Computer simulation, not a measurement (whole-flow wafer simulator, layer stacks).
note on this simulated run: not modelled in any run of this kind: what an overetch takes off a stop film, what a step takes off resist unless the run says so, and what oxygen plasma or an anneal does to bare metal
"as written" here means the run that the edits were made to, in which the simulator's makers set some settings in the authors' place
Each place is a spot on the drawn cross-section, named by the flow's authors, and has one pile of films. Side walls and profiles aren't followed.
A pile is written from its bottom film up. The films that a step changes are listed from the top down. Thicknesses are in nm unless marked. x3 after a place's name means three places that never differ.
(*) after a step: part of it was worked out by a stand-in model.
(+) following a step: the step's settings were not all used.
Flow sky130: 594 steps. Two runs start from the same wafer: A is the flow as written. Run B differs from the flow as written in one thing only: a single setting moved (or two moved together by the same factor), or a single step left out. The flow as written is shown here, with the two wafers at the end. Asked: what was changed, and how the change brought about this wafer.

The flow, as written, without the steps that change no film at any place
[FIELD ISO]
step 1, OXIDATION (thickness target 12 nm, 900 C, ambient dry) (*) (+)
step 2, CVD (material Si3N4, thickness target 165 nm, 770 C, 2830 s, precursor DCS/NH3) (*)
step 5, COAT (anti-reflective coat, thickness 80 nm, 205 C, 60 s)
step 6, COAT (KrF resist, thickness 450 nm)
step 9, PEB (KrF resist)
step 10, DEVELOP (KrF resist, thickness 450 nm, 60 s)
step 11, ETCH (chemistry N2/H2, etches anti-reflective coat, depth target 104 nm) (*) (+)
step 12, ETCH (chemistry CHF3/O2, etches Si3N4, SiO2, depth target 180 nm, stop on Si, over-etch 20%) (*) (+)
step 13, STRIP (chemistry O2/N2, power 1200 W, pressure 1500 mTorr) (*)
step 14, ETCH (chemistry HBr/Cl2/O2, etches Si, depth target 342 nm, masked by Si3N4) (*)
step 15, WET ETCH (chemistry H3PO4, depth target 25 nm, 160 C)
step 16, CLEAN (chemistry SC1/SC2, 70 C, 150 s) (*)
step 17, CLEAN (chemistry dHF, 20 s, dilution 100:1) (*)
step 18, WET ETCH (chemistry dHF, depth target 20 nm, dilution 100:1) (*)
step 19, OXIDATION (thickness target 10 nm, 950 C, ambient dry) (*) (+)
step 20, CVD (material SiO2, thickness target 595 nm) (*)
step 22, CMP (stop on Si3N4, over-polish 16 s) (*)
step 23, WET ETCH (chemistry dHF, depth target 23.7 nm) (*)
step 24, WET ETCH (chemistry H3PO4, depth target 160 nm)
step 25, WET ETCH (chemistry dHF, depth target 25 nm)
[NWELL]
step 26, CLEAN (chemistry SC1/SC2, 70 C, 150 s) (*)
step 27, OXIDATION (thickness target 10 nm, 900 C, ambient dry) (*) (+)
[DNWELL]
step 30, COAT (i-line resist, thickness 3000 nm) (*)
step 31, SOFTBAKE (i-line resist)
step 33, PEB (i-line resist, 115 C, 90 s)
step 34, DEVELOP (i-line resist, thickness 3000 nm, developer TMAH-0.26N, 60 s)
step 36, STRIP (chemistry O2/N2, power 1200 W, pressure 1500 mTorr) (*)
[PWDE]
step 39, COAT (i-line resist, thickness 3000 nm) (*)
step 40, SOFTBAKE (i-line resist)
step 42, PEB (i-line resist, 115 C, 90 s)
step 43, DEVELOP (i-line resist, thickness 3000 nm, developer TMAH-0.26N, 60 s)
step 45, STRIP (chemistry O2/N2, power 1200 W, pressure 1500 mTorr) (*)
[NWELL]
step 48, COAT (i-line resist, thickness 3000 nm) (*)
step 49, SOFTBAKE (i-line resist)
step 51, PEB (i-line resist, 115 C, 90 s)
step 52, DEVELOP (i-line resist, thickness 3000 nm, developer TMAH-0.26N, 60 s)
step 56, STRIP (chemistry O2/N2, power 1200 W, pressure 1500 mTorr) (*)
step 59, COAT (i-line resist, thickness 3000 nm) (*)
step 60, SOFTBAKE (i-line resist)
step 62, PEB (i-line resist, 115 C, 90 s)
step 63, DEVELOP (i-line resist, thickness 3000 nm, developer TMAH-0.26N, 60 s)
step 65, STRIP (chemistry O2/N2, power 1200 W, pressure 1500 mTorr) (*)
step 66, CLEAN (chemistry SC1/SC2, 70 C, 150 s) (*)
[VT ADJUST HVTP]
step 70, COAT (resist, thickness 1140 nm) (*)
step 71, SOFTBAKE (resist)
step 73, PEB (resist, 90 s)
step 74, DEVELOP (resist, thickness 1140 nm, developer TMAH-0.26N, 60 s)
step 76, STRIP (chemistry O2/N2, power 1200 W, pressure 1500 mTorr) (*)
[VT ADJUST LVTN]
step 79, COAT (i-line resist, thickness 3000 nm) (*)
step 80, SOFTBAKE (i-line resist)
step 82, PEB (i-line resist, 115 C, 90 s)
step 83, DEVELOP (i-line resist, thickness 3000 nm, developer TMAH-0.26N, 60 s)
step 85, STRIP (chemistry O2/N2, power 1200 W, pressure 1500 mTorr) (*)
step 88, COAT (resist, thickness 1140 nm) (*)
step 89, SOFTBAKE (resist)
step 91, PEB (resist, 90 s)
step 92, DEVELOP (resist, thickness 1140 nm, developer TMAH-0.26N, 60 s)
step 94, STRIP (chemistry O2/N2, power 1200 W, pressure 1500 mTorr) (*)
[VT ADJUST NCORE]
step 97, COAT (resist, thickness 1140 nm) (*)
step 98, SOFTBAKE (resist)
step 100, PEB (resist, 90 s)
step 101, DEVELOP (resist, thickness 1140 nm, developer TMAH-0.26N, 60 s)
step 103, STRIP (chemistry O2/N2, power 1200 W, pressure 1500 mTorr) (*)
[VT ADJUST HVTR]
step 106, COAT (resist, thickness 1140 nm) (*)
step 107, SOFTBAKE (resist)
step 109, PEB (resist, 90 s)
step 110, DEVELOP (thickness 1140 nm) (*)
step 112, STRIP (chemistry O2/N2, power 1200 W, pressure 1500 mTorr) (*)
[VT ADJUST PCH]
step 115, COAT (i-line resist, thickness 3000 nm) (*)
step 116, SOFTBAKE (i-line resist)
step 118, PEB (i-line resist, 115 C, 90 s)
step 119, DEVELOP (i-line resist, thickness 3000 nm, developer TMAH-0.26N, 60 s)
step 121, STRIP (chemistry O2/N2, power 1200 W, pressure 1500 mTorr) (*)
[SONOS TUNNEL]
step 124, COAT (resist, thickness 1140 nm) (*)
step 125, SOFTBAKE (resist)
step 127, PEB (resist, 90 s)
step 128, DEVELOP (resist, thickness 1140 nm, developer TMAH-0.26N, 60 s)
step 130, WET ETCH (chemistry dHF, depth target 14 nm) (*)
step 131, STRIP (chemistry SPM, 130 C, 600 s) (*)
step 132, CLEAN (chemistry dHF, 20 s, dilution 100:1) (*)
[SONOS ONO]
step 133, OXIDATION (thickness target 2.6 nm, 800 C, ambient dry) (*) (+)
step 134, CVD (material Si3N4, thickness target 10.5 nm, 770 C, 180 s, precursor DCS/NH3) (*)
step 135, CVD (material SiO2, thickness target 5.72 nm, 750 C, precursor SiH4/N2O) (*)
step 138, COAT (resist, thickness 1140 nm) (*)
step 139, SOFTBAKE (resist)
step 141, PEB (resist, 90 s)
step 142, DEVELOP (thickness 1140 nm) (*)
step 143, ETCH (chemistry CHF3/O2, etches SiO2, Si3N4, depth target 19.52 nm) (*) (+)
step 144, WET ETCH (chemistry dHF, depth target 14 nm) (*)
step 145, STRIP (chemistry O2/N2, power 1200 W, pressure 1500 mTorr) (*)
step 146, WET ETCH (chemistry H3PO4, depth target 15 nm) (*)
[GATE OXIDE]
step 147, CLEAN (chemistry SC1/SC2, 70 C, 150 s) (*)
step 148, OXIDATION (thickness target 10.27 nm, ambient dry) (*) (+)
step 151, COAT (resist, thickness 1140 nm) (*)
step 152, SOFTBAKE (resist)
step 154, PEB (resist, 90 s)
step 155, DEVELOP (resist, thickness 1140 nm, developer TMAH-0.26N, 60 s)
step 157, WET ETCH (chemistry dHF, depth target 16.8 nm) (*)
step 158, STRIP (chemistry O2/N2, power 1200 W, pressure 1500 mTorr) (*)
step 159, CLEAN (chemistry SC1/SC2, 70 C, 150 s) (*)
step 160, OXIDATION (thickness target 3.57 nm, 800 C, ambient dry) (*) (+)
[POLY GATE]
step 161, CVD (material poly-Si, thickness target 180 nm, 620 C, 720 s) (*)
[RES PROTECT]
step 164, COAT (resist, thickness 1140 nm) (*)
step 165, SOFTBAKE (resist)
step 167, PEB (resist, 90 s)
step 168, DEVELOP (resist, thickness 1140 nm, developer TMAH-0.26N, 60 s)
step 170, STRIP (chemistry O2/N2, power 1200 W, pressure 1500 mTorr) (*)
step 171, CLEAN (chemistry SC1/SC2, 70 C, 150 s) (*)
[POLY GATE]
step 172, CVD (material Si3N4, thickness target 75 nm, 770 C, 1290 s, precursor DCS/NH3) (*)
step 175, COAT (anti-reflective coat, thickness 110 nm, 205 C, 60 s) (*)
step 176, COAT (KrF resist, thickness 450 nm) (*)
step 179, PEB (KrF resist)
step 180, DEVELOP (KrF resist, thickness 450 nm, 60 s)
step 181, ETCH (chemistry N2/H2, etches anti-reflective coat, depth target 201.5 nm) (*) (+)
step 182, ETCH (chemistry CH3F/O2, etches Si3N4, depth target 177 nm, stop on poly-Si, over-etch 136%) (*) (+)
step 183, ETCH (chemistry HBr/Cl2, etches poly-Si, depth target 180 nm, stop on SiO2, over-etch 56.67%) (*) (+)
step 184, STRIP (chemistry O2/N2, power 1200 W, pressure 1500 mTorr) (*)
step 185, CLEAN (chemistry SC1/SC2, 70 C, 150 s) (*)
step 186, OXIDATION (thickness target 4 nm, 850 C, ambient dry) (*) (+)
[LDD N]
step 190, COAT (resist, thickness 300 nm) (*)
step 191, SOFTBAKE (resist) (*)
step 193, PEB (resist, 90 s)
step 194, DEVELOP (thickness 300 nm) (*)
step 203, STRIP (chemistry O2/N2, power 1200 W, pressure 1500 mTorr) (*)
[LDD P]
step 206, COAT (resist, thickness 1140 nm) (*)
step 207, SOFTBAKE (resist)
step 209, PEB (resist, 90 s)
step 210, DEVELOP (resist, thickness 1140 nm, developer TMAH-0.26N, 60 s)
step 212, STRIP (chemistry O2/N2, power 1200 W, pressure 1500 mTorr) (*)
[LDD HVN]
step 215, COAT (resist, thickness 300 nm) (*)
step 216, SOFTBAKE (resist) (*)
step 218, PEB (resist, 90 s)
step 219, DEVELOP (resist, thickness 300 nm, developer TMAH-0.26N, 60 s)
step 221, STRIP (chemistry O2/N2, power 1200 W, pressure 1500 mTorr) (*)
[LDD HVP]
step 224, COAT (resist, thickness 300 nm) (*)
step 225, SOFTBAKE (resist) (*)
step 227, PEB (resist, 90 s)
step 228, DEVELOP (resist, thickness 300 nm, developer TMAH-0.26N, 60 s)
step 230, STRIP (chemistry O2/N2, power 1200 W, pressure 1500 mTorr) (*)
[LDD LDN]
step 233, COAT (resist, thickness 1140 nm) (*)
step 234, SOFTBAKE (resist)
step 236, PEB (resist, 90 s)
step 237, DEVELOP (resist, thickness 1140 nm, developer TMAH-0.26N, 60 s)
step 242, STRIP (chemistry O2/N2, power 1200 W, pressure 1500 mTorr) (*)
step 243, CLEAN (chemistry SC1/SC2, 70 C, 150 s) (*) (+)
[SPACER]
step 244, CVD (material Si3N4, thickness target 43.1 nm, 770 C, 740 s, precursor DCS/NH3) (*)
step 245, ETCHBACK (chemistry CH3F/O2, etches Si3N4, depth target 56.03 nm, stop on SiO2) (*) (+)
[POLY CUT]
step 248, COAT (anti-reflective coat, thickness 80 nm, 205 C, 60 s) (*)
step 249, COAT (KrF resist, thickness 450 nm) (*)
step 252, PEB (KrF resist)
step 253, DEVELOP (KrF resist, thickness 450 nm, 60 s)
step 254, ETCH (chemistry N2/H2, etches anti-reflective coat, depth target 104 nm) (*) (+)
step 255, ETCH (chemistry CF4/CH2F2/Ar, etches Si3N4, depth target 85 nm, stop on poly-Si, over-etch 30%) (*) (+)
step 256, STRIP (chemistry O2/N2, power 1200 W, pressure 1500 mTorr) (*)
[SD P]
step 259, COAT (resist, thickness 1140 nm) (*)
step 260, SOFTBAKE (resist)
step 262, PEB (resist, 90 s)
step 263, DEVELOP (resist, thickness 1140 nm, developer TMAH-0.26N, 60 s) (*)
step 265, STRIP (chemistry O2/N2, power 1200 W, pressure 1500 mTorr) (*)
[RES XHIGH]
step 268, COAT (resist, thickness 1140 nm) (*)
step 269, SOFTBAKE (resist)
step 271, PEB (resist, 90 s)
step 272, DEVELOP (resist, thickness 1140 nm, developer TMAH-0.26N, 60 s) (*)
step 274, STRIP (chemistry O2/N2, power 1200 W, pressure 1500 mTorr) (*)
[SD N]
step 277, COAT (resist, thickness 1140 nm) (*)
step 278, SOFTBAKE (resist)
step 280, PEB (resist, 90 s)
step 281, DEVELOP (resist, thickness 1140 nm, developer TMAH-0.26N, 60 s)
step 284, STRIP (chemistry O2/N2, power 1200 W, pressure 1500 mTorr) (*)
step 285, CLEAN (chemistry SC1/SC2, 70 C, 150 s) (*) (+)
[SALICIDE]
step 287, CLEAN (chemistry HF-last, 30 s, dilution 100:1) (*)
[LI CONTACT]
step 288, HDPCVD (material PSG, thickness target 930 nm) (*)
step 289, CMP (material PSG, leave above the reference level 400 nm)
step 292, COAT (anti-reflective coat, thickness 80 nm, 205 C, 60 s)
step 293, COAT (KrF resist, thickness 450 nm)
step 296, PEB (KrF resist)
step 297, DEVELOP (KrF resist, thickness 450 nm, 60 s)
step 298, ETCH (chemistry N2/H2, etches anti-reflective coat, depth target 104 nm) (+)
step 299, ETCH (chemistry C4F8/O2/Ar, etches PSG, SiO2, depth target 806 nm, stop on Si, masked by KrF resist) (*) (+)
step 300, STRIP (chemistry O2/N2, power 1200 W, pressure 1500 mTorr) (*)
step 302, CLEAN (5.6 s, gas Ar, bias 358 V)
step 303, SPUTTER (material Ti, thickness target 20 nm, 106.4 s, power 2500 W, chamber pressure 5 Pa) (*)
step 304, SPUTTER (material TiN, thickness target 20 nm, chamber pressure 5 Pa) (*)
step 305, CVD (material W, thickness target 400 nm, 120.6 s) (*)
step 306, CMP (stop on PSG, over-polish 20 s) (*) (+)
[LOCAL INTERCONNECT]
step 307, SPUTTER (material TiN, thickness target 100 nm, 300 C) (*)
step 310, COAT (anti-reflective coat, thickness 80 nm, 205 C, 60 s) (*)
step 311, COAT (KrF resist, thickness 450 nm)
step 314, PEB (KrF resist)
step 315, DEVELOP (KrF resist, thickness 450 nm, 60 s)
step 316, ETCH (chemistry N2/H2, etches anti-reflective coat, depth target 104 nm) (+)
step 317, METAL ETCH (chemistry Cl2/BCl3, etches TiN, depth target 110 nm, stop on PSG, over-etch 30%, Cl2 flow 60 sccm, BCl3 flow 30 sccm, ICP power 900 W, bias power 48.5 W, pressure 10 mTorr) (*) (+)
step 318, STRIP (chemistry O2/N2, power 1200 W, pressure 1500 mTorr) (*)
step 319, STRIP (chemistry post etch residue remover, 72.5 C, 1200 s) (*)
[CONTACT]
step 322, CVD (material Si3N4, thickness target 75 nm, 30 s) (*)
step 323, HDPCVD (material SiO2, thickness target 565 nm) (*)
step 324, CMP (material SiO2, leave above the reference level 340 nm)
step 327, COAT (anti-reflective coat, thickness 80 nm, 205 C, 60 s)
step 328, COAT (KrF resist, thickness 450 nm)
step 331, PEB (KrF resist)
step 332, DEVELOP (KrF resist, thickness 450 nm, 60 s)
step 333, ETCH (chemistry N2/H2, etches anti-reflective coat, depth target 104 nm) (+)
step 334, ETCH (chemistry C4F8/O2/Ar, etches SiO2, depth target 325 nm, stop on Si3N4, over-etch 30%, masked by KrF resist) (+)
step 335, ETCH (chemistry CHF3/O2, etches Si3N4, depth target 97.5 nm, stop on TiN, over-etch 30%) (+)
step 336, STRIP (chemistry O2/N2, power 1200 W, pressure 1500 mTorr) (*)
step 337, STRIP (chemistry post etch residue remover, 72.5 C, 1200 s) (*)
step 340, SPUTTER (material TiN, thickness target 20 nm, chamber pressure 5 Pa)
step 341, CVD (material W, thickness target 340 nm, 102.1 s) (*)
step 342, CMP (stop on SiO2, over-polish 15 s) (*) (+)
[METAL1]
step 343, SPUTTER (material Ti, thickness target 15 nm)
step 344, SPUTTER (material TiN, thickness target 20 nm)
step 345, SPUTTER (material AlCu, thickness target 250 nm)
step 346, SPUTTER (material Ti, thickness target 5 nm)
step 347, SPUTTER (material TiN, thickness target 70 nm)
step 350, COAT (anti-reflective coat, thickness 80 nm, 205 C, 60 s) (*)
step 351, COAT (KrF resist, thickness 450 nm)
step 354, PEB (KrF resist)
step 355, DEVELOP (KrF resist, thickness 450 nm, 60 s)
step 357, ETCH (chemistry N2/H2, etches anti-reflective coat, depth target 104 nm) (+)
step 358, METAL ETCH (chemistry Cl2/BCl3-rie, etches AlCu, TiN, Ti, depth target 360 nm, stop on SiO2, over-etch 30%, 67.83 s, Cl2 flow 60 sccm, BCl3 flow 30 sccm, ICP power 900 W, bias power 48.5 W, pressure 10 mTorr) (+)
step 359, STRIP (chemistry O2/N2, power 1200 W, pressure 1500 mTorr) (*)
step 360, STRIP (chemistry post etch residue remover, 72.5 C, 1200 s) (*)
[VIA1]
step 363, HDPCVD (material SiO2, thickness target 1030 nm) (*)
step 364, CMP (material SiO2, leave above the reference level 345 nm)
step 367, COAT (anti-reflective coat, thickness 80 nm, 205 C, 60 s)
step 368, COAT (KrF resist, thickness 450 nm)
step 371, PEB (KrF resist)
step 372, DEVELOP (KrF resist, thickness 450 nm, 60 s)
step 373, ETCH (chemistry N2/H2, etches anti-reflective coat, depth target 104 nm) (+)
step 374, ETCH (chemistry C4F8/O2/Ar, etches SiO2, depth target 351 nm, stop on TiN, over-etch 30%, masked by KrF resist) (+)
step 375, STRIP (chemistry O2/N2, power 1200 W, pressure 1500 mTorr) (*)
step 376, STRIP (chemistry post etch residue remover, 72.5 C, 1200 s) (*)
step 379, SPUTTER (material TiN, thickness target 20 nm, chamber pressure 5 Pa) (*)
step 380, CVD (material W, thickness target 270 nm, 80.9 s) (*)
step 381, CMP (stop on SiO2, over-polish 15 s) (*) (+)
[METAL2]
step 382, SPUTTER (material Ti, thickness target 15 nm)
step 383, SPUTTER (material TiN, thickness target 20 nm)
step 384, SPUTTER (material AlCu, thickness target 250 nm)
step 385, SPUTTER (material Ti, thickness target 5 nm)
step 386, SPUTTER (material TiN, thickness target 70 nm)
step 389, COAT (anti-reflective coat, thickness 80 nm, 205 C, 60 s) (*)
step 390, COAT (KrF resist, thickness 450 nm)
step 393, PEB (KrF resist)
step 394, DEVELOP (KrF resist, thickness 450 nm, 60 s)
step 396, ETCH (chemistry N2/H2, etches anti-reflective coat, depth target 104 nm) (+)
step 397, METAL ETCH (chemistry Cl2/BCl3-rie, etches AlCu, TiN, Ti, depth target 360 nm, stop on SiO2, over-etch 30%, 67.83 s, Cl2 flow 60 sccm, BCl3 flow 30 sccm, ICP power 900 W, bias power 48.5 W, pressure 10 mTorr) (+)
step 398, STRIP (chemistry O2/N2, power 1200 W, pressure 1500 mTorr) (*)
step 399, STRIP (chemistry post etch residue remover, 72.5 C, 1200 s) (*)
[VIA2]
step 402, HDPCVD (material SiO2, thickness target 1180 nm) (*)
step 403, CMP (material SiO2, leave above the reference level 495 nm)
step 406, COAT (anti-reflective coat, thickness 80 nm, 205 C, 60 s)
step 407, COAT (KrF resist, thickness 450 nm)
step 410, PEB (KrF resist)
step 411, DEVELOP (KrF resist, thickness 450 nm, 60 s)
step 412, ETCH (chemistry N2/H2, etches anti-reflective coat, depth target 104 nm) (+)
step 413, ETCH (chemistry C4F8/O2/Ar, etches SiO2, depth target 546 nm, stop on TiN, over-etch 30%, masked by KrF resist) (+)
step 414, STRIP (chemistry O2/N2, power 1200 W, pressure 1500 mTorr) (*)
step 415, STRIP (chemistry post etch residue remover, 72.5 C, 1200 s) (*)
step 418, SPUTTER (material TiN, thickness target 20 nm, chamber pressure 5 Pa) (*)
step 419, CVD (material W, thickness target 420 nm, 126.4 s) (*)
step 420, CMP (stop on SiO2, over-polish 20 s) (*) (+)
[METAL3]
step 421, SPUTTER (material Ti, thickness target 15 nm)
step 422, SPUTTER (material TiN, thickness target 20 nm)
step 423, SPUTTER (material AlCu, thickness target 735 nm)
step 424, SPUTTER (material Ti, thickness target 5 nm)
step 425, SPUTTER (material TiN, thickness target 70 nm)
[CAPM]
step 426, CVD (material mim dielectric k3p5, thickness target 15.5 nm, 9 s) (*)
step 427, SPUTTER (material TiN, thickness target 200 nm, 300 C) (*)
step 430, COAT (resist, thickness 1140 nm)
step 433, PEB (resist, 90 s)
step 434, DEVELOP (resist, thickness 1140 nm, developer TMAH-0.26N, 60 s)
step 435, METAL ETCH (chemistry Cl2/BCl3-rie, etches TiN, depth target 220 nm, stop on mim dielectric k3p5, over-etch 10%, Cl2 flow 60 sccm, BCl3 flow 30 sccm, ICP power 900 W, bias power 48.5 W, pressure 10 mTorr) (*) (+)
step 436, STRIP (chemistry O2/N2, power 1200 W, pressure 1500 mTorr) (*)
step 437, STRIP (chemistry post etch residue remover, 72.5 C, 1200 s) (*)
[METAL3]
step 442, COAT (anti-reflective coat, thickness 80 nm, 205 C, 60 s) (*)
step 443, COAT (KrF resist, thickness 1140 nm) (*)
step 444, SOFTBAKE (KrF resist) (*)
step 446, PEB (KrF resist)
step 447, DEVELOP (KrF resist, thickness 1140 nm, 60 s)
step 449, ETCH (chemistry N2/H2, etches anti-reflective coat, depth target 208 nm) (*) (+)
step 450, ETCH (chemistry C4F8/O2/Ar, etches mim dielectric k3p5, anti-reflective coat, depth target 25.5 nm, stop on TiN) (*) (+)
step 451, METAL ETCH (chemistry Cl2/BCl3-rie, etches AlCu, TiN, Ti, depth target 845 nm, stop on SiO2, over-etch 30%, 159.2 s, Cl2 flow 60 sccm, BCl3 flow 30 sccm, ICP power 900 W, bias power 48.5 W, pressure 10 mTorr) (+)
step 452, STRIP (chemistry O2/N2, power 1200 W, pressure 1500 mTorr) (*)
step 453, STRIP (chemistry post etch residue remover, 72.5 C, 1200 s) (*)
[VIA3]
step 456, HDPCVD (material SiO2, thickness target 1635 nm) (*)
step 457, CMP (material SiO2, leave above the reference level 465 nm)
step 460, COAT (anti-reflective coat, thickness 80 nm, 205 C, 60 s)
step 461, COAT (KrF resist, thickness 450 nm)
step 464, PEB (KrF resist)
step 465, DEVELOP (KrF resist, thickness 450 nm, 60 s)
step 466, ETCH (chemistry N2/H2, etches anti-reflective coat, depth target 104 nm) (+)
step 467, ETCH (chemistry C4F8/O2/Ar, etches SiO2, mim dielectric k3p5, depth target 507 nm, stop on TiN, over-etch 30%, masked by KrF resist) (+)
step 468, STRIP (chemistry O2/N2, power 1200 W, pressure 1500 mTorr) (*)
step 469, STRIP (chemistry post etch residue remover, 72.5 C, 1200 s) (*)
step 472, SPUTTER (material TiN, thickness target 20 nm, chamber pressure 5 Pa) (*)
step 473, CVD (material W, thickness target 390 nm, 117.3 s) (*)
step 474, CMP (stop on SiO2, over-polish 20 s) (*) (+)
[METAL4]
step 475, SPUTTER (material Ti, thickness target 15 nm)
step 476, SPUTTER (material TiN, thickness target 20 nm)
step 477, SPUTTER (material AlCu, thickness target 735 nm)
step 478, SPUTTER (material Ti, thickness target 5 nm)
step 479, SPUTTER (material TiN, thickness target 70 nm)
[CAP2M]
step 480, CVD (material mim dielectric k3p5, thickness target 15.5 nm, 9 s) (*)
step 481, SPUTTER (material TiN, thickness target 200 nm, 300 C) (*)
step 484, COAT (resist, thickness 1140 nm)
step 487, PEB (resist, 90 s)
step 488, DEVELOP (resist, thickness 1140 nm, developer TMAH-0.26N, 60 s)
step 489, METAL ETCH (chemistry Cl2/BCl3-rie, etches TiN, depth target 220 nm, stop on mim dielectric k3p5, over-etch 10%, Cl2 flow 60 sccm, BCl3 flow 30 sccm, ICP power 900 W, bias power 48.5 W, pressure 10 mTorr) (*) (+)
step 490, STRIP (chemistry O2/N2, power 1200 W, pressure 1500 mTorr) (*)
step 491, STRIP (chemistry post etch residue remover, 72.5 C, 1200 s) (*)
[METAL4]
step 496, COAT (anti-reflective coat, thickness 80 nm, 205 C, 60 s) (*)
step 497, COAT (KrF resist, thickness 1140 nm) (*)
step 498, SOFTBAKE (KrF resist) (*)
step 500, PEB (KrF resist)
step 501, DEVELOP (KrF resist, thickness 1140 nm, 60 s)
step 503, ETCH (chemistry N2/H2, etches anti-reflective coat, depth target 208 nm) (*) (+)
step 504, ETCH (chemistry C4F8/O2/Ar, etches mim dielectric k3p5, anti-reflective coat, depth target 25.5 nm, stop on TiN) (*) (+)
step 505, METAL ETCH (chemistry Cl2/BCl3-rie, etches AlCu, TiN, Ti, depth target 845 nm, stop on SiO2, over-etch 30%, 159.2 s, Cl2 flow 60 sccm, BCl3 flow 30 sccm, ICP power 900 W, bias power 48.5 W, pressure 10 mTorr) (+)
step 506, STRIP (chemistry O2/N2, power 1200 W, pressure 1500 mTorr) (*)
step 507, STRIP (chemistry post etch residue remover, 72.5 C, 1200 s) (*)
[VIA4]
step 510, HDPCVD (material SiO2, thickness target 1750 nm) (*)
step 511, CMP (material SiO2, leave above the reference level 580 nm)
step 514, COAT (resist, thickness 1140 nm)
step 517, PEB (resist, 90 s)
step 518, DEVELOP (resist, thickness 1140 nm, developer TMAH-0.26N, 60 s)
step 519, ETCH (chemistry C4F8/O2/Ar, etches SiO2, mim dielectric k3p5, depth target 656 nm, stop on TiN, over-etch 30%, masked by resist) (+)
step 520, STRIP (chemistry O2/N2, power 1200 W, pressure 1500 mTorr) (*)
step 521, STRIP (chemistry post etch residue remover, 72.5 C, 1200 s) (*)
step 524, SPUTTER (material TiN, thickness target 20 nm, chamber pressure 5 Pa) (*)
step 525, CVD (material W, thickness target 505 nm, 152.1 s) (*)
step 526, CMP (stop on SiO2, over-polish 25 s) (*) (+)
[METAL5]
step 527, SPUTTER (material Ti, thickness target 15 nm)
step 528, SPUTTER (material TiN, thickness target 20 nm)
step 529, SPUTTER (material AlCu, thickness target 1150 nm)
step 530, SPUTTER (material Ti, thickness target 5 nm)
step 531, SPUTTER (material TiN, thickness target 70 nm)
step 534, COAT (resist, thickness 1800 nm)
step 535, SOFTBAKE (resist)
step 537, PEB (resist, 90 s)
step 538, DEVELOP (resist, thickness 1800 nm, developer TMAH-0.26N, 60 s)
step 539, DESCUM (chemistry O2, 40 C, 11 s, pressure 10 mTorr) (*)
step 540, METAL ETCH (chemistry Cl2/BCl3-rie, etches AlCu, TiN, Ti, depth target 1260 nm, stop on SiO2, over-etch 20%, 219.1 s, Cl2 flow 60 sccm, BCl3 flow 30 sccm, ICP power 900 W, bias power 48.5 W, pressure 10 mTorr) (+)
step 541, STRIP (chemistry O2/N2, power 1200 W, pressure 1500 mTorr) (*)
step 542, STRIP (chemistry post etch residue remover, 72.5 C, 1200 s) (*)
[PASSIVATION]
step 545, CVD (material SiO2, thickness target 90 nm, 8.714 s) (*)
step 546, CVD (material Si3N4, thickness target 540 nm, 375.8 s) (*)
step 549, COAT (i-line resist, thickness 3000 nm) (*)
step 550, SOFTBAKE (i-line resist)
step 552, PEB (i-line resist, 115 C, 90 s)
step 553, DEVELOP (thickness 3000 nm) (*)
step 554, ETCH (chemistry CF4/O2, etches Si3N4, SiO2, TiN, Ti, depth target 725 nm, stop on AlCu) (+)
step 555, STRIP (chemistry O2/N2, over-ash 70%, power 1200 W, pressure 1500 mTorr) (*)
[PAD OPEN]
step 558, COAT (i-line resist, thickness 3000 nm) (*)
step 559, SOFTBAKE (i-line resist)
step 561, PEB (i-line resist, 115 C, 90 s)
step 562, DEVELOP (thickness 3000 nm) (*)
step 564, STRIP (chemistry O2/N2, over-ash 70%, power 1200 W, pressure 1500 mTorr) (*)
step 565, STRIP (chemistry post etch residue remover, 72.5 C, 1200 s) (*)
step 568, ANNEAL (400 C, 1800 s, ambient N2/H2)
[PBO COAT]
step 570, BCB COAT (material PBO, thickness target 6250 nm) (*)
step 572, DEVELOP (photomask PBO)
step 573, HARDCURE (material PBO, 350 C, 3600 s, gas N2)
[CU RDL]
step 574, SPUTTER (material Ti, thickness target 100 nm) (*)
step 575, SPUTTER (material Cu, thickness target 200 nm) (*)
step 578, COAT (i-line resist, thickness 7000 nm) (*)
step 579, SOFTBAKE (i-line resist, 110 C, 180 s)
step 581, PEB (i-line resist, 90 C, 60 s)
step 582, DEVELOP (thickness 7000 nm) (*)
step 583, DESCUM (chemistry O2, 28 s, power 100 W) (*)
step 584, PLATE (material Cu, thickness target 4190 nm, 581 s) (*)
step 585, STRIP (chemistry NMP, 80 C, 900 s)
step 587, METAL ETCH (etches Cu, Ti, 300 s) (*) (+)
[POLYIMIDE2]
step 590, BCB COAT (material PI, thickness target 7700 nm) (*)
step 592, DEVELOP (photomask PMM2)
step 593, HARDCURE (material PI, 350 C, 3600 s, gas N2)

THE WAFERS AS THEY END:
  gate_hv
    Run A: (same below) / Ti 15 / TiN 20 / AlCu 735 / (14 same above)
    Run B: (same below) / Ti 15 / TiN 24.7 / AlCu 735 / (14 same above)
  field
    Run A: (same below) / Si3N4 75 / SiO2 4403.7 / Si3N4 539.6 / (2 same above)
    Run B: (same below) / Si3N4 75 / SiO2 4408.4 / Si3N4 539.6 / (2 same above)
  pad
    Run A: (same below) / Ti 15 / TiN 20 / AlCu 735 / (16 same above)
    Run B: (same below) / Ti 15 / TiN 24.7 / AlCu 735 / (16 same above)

Cause: step 422, SPUTTER: thickness target 24.7 nm was run, though the flow has thickness target 20 nm.
The wafer lets one read it off: gate_hv has TiN 24.7, and step 422 as written asks for 20 nm.

The path from the change to this, step by step:
  step 422, SPUTTER (material TiN, thickness target 20 nm)
      field, active, n_well and 188 more: A +20 TiN (new film) | B +24.7 TiN (new film)
  step 451, METAL ETCH (chemistry Cl2/BCl3-rie, etches AlCu, TiN, Ti, depth target 845 nm, stop on SiO2, over-etch 30%, 159.2 s, Cl2 flow 60 sccm, BCl3 flow 30 sccm, ICP power 900 W, bias power 48.5 W, pressure 10 mTorr) (+)
      field, active, gate and 69 more: A -70 TiN (all of it), -5 Ti (all of it), -735 AlCu (all of it), -20 TiN (all of it), -15 Ti (all of it), -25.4 SiO2 | B -70 TiN (all of it), -5 Ti (all of it), -735 AlCu (all of it), -24.7 TiN (all of it), -15 Ti (all of it), -24.9 SiO2
      vpp_ln, vpp_iso2, ndiff_ln and 10 more: A -70 TiN (all of it), -5 Ti (all of it), -735 AlCu (all of it), -20 TiN (all of it), -15 Ti (all of it), -25.3 SiO2 | B -70 TiN (all of it), -5 Ti (all of it), -735 AlCu (all of it), -24.7 TiN (all of it), -15 Ti (all of it), -24.9 SiO2
